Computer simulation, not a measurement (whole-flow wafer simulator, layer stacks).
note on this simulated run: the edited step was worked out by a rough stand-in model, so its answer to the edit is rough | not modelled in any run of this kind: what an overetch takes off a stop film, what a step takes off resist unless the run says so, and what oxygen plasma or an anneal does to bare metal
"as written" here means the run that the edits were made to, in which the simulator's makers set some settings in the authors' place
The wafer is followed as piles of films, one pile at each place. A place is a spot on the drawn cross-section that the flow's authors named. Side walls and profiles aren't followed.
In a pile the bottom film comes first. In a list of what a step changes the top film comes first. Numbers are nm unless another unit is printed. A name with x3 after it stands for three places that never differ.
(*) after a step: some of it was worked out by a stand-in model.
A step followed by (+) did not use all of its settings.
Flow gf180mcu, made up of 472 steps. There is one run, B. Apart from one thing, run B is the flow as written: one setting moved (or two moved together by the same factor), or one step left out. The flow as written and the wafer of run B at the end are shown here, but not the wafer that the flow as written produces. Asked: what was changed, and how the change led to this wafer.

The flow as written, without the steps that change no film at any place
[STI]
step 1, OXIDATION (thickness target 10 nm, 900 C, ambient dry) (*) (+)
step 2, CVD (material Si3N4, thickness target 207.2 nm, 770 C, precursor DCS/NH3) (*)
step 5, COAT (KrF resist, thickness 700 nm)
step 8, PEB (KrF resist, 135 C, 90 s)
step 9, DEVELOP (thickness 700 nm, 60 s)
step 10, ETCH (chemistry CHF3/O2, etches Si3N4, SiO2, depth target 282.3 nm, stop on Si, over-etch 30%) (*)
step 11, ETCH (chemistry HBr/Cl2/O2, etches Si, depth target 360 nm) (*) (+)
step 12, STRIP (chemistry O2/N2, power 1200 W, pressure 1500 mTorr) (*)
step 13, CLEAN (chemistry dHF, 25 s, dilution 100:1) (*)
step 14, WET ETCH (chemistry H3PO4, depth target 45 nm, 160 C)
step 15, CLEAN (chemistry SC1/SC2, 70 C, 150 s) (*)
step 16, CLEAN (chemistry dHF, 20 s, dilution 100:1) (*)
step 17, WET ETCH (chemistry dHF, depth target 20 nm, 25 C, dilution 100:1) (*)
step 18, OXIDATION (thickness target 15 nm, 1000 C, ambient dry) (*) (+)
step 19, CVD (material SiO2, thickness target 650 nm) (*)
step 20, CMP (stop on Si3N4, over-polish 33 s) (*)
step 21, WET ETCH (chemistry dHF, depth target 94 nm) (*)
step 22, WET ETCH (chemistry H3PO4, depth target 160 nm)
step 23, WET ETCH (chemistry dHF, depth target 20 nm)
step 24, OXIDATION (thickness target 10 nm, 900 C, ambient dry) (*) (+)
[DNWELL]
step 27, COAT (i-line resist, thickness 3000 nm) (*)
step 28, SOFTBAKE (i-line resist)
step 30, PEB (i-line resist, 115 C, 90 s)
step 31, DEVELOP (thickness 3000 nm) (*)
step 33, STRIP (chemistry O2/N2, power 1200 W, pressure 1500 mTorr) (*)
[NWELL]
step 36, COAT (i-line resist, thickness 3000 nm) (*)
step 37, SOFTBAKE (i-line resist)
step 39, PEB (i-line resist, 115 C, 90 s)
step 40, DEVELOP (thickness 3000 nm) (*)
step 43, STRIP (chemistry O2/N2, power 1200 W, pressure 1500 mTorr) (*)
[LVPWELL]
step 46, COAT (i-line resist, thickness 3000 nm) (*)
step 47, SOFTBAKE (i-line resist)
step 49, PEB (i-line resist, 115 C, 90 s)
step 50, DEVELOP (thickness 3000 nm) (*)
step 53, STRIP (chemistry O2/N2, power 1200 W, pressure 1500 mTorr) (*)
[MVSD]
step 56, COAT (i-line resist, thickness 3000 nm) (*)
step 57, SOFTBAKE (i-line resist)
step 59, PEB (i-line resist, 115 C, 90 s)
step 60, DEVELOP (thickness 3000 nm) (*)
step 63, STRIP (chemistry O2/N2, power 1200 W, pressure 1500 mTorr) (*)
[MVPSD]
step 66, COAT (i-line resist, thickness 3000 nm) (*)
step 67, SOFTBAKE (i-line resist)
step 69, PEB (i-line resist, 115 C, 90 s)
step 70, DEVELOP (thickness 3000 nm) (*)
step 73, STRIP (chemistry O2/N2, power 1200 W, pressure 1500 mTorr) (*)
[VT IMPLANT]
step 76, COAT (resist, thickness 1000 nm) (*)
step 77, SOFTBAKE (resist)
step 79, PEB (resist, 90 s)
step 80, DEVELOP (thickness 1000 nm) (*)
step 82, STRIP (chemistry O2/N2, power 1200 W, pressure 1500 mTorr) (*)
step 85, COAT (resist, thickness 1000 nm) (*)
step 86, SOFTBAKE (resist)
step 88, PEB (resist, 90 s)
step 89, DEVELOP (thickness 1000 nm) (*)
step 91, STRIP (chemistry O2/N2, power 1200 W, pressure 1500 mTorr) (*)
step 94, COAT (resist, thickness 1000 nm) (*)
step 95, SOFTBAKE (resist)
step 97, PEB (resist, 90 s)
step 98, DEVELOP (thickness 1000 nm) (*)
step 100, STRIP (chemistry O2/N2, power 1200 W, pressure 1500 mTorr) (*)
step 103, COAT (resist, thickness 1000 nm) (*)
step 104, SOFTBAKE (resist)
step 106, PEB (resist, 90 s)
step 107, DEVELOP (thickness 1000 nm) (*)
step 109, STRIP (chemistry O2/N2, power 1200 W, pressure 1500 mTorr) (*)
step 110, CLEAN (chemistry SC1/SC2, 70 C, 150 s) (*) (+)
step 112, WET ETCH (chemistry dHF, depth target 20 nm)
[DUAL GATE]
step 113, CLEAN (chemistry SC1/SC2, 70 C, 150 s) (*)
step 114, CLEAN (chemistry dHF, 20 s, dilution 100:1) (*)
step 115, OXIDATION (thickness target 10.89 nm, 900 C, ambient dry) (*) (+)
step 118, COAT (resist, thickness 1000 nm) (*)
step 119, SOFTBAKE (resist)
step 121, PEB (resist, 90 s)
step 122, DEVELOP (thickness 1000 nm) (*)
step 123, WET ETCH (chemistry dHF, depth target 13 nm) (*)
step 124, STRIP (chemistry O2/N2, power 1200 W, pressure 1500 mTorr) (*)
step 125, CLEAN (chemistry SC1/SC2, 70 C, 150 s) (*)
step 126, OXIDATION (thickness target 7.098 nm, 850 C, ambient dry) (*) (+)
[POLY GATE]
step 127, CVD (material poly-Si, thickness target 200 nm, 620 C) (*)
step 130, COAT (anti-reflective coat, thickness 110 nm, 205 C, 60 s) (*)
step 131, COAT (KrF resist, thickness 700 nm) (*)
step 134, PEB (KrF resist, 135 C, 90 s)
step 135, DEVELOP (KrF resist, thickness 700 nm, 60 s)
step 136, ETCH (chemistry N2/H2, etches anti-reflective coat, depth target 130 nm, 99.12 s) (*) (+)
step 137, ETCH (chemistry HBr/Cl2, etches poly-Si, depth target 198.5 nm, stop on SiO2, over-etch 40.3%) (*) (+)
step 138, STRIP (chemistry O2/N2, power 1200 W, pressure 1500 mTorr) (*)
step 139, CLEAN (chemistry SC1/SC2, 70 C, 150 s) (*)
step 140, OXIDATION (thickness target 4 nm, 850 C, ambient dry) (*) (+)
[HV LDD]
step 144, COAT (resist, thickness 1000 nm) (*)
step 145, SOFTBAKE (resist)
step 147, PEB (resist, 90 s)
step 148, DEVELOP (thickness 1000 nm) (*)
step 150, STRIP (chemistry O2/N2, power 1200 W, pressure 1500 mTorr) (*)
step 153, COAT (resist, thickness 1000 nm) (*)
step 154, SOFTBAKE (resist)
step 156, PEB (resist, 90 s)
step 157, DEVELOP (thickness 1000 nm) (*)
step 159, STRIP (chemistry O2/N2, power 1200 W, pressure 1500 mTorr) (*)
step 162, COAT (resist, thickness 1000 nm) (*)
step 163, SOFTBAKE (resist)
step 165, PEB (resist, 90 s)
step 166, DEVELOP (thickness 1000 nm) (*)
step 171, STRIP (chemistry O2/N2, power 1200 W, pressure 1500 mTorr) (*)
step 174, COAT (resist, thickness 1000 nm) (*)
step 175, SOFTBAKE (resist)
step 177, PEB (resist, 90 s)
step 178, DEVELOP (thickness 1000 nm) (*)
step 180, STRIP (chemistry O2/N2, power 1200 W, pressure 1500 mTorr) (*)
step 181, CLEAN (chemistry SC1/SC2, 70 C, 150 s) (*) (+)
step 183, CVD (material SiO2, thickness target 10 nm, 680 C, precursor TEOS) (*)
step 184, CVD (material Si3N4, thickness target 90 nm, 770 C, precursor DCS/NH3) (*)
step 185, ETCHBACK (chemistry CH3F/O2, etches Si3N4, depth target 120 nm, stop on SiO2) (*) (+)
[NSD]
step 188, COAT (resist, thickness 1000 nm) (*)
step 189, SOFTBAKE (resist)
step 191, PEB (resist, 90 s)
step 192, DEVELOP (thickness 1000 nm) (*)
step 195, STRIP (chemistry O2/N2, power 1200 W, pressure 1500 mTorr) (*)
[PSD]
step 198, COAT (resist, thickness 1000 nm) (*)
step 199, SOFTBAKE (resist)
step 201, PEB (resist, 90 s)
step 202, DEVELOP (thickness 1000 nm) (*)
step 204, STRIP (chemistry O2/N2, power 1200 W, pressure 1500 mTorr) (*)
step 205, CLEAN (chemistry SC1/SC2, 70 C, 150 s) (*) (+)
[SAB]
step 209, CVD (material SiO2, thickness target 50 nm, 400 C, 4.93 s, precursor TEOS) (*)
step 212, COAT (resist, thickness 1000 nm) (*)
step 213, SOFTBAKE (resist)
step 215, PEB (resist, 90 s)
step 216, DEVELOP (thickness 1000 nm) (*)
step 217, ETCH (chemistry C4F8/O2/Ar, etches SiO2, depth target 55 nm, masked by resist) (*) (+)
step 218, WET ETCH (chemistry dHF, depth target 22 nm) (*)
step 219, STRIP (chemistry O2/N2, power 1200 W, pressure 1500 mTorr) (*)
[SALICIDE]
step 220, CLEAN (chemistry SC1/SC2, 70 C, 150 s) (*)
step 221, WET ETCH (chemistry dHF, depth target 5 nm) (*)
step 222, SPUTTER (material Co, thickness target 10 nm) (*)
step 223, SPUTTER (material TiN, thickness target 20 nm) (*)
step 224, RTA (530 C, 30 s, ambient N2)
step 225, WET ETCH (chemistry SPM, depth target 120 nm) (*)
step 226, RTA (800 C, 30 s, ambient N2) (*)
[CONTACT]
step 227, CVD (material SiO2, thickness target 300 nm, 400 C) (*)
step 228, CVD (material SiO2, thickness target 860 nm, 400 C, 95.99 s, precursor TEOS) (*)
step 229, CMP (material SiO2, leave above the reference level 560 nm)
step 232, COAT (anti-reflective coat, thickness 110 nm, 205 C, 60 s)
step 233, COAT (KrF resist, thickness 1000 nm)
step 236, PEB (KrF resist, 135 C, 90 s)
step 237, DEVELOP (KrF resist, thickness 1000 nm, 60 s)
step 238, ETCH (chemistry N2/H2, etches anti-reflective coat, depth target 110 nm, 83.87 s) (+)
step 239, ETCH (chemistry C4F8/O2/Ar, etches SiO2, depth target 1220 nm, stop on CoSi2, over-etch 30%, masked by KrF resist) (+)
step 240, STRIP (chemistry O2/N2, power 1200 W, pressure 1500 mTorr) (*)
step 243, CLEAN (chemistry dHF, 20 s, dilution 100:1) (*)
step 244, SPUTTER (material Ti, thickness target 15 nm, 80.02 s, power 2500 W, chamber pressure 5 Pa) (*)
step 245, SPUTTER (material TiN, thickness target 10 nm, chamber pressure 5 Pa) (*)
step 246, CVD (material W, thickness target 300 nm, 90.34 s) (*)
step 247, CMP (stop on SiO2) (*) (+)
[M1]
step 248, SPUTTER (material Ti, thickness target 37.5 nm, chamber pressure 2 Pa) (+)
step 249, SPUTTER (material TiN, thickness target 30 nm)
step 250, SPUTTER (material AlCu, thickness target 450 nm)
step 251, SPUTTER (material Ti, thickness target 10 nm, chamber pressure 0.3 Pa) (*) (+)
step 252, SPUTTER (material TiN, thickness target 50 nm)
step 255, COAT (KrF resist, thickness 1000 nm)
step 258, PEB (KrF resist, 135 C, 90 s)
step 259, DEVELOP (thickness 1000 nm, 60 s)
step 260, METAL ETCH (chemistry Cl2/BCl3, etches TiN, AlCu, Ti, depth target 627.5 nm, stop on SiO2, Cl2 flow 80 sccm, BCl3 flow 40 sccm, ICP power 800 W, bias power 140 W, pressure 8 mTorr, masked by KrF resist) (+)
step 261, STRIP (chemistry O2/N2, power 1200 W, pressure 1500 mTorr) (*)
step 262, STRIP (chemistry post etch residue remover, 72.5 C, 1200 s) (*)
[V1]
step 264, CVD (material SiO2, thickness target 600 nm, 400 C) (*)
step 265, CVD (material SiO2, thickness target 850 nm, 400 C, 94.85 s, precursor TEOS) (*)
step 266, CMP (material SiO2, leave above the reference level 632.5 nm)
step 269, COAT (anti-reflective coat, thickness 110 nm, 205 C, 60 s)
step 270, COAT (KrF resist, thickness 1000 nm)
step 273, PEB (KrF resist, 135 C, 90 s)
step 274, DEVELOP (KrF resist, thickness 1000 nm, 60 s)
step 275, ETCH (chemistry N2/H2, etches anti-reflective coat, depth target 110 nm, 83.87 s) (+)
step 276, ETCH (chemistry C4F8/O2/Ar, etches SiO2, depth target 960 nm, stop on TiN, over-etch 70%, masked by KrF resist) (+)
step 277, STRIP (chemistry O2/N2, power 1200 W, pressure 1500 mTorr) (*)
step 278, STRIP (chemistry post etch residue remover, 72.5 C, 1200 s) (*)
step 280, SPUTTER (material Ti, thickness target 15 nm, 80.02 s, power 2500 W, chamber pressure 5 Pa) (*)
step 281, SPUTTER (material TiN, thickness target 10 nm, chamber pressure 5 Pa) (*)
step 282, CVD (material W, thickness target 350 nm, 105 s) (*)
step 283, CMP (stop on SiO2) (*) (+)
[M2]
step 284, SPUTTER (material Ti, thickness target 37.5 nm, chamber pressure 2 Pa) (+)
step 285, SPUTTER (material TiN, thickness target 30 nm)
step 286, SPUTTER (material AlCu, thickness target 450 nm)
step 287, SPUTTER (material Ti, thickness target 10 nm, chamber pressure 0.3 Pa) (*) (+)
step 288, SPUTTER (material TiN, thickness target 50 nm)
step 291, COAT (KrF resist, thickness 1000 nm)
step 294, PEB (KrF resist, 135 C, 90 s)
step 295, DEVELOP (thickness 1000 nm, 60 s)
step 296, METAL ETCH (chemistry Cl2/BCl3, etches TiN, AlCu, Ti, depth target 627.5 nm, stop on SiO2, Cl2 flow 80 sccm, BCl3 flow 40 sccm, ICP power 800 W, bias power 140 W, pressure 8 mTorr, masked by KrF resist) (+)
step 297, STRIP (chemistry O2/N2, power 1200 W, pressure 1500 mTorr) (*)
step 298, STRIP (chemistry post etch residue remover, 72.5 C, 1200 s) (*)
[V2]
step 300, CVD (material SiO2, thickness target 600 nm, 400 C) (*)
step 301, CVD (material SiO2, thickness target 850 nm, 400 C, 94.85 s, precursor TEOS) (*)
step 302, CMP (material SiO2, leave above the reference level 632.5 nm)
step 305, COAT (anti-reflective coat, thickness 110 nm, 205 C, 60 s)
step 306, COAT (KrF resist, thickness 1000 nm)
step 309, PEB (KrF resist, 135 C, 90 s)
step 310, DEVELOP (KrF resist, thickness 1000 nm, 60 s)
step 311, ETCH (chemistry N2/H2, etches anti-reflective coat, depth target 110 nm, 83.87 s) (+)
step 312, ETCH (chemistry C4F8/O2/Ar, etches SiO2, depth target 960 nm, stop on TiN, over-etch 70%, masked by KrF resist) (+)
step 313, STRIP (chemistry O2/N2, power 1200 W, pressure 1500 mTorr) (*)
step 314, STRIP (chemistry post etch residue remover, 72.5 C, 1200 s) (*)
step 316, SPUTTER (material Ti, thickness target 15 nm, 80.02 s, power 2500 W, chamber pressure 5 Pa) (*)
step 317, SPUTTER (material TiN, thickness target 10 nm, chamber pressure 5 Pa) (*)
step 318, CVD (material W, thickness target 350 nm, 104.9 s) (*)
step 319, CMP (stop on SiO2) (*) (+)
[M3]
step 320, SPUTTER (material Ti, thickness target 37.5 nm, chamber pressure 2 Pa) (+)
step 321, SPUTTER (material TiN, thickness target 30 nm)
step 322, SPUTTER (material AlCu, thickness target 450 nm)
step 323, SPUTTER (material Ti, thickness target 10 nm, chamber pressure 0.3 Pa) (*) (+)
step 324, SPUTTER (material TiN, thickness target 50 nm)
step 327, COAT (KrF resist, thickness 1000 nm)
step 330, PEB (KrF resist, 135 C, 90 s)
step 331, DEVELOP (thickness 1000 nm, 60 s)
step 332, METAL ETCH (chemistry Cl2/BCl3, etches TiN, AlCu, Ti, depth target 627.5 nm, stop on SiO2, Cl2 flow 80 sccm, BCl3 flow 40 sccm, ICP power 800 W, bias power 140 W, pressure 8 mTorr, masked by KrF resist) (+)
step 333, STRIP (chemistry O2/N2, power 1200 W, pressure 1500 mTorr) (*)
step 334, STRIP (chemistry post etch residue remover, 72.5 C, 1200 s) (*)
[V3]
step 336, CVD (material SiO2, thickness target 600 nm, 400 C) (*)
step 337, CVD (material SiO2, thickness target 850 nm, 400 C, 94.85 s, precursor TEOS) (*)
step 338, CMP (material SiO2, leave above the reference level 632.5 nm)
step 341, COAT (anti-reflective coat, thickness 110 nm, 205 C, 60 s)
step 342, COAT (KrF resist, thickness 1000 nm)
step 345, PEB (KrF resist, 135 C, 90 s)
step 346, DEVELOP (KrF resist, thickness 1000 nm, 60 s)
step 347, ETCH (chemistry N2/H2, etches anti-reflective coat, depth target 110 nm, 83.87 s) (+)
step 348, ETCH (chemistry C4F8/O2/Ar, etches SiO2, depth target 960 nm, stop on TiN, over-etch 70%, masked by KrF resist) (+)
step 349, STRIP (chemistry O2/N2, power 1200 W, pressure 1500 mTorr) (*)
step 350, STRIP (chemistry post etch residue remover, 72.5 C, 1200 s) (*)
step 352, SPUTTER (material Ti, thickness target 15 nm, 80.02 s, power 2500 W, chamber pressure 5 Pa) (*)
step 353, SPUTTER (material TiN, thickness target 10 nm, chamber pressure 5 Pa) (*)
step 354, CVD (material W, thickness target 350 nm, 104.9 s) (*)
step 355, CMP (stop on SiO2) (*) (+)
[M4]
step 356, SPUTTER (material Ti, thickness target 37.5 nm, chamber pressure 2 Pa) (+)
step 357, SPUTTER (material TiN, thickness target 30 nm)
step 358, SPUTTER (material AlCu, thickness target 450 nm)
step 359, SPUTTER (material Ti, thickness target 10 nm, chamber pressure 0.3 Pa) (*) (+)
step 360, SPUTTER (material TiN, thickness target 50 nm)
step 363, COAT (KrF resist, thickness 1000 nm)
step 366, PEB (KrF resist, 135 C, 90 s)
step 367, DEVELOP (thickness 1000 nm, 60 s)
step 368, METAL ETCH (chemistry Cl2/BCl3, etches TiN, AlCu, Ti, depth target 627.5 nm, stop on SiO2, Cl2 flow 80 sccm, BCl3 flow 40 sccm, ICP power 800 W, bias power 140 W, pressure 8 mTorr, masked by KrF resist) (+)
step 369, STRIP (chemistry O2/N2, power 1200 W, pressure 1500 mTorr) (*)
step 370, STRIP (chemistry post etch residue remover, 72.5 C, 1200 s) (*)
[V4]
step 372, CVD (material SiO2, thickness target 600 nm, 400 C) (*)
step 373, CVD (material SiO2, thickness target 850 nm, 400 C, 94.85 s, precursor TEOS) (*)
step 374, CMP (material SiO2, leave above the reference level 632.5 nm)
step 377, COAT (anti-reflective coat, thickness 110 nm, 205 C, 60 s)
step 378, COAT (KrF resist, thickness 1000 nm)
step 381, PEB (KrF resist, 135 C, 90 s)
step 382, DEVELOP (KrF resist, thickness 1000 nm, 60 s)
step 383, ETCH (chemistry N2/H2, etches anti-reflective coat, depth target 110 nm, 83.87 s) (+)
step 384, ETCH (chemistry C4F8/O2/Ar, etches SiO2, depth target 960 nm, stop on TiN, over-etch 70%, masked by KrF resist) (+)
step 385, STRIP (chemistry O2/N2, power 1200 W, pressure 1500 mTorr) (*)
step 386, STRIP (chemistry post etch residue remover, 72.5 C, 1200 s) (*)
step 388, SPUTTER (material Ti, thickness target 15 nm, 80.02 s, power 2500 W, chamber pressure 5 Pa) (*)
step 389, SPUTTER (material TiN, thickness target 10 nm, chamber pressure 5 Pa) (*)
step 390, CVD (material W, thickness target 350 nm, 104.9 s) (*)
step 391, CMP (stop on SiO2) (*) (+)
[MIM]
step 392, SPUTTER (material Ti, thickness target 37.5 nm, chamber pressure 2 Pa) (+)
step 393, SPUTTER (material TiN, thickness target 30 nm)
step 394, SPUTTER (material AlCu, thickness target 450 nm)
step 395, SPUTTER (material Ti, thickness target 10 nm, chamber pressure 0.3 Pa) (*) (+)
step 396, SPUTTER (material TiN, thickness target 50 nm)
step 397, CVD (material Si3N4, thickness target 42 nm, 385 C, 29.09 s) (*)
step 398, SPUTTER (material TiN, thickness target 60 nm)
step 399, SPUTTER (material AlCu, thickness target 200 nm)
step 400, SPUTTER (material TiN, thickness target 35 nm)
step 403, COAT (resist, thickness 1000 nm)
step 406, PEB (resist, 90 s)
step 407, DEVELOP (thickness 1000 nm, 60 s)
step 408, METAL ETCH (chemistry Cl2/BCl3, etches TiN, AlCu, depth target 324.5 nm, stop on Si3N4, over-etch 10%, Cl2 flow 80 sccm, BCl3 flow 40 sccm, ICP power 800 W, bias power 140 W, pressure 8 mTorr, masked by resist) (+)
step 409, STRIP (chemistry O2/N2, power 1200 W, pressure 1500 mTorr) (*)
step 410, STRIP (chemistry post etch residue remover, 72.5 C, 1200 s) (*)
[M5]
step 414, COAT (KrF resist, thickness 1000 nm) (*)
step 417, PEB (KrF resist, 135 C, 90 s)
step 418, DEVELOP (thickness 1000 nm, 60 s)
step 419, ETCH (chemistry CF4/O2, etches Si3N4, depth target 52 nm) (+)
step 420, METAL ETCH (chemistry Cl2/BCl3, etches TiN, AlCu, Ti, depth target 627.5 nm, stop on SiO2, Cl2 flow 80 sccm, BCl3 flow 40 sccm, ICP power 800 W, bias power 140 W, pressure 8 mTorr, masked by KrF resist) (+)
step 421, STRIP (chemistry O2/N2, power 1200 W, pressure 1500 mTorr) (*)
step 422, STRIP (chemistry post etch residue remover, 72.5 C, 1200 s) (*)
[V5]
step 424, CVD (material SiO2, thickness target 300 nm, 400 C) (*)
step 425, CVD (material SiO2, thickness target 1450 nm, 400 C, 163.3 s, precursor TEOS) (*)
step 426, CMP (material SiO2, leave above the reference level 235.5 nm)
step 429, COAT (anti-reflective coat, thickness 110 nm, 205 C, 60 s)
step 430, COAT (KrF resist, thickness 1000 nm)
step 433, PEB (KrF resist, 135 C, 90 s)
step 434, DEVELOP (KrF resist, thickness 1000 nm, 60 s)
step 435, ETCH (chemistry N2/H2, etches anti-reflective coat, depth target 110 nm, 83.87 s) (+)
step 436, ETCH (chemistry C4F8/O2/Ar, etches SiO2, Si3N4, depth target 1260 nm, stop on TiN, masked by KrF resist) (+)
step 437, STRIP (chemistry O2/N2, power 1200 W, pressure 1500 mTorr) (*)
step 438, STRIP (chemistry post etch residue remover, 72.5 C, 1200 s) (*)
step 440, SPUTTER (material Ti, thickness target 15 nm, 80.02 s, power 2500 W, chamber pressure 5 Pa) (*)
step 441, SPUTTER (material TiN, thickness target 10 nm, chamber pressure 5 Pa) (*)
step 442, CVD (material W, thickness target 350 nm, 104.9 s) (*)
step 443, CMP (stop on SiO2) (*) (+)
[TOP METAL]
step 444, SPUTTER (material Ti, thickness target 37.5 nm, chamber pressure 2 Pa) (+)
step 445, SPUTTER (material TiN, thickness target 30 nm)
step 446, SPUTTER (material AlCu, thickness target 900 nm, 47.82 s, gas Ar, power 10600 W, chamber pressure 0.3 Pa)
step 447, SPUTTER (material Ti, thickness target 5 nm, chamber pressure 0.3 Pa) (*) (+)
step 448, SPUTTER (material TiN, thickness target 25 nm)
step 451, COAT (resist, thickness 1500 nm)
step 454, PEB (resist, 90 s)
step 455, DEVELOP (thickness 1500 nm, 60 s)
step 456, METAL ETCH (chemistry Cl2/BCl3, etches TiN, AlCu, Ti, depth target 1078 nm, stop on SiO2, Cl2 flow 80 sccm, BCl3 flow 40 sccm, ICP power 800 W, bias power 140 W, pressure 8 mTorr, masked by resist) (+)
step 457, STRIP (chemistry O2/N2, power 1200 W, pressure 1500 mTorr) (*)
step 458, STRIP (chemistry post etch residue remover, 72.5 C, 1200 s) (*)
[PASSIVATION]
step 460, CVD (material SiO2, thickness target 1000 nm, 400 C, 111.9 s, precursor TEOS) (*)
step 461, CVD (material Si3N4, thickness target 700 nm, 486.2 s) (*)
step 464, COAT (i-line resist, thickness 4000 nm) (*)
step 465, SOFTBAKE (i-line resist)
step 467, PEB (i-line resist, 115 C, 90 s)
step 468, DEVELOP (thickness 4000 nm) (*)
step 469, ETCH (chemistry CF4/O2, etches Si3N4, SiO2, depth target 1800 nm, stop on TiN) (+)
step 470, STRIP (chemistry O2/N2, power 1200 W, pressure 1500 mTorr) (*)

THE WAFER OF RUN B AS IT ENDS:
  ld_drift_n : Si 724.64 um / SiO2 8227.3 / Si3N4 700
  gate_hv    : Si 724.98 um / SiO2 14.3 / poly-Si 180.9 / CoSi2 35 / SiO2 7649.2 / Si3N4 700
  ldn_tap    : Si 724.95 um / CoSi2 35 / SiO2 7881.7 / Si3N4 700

The reason: step 127, CVD: thickness target 220 nm was run, while the flow as written has thickness target 200 nm.

How this came from the change, step by step:
  step 127, CVD (material poly-Si, thickness target 200 nm, 620 C) (*)
      field, field__w1, field__w2 and 89 more: poly-Si gains 220 (new film) (as written it would have been: poly-Si gains 200 (new film))
  step 137, ETCH (chemistry HBr/Cl2, etches poly-Si, depth target 198.5 nm, stop on SiO2, over-etch 40.3%) (*) (+)
      field, field__w3, field__w12 and 10 more: poly-Si loses 218.6 (all of it), SiO2 loses 0.3 (as written it would have been: poly-Si loses 198.6 (all of it), SiO2 loses 0.4)
      active, n_well, sd_p and 9 more: poly-Si loses 218.7 (all of it), SiO2 loses 0.3 (as written it would have been: poly-Si loses 198.7 (all of it), SiO2 loses 0.4)
      (also at 39 further places)
  step 144, COAT (resist, thickness 1000 nm) (*)
      polyc_n, polyc_p: resist gains 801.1 (new film) (as written it would have been: resist gains 817.8 (new film))
      polyc_n_rim: resist gains 798.3 (new film) (as written it would have been: resist gains 815.2 (new film))
      (also at 1 further place)
  step 147, PEB (resist, 90 s)
      npoly_u, gate_p_hv5: resist loses 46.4 (as written it would have been: resist loses 47.4)
      polyc_n, polyc_p: resist loses 45.1 (as written it would have been: resist loses 46.1)
      (also at 5 further places)
  step 148, DEVELOP (thickness 1000 nm) (*)
      gate: resist loses 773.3 (all of it) (as written it would have been: resist loses 789.1 (all of it))
      polyc_n: resist loses 754.4 (all of it) (as written it would have been: resist loses 770.2 (all of it))
      (also at 1 further place)
  step 150, STRIP (chemistry O2/N2, power 1200 W, pressure 1500 mTorr) (*)
      polyc_p: resist loses 754.4 (all of it) (as written it would have been: resist loses 770.3 (all of it))
      polyc_p_rim: resist loses 752 (all of it) (as written it would have been: resist loses 768.1 (all of it))
  step 153, COAT (resist, thickness 1000 nm) (*)
      polyc_n, polyc_p: resist gains 801.1 (new film) (as written it would have been: resist gains 817.8 (new film))
      polyc_n_rim: resist gains 798.3 (new film) (as written it would have been: resist gains 815.2 (new film))
      (also at 1 further place)
  step 156, PEB (resist, 90 s)
      npoly_u, gate_p_hv5: resist loses 46.4 (as written it would have been: resist loses 47.4)
      polyc_n, polyc_p: resist loses 45.1 (as written it would have been: resist loses 46.1)
      (also at 5 further places)
  step 157, DEVELOP (thickness 1000 nm) (*)
      polyc_p: resist loses 754.4 (all of it) (as written it would have been: resist loses 770.3 (all of it))
      polyc_p_rim: resist loses 752 (all of it) (as written it would have been: resist loses 768.1 (all of it))
  step 159, STRIP (chemistry O2/N2, power 1200 W, pressure 1500 mTorr) (*)
      gate: resist loses 773.3 (all of it) (as written it would have been: resist loses 789.1 (all of it))
      polyc_n: resist loses 754.3 (all of it) (as written it would have been: resist loses 770.2 (all of it))
      (also at 1 further place)
  step 162, COAT (resist, thickness 1000 nm) (*)
      polyc_n, polyc_p: resist gains 801.1 (new film) (as written it would have been: resist gains 817.8 (new film))
      polyc_n_rim: resist gains 798.3 (new film) (as written it would have been: resist gains 815.2 (new film))
      (also at 1 further place)
  step 165, PEB (resist, 90 s)
      npoly_u, gate_p_hv5: resist loses 46.4 (as written it would have been: resist loses 47.4)
      polyc_n, polyc_p: resist loses 45.1 (as written it would have been: resist loses 46.1)
      (also at 5 further places)
  step 171, STRIP (chemistry O2/N2, power 1200 W, pressure 1500 mTorr) (*)
      gate: resist loses 773.3 (all of it) (as written it would have been: resist loses 789.1 (all of it))
      polyc_n: resist loses 754.3 (all of it) (as written it would have been: resist loses 770.2 (all of it))
      (also at 3 further places)
  step 174, COAT (resist, thickness 1000 nm) (*)
      polyc_n, polyc_p: resist gains 801.1 (new film) (as written it would have been: resist gains 817.8 (new film))
      polyc_n_rim: resist gains 798.3 (new film) (as written it would have been: resist gains 815.2 (new film))
      (also at 1 further place)
  step 177, PEB (resist, 90 s)
      npoly_u, gate_p_hv5: resist loses 46.4 (as written it would have been: resist loses 47.4)
      polyc_n, polyc_p: resist loses 45.1 (as written it would have been: resist loses 46.1)
      (also at 5 further places)
  step 180, STRIP (chemistry O2/N2, power 1200 W, pressure 1500 mTorr) (*)
      gate: resist loses 773.3 (all of it) (as written it would have been: resist loses 789.1 (all of it))
      polyc_n: resist loses 754.3 (all of it) (as written it would have been: resist loses 770.2 (all of it))
      (also at 3 further places)
  ... another 20 steps ...
  step 246, CVD (material W, thickness target 300 nm, 90.34 s) (*)
      polyc_n, polyc_p: W gains 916 (new film) (as written it would have been: W gains 936 (new film))
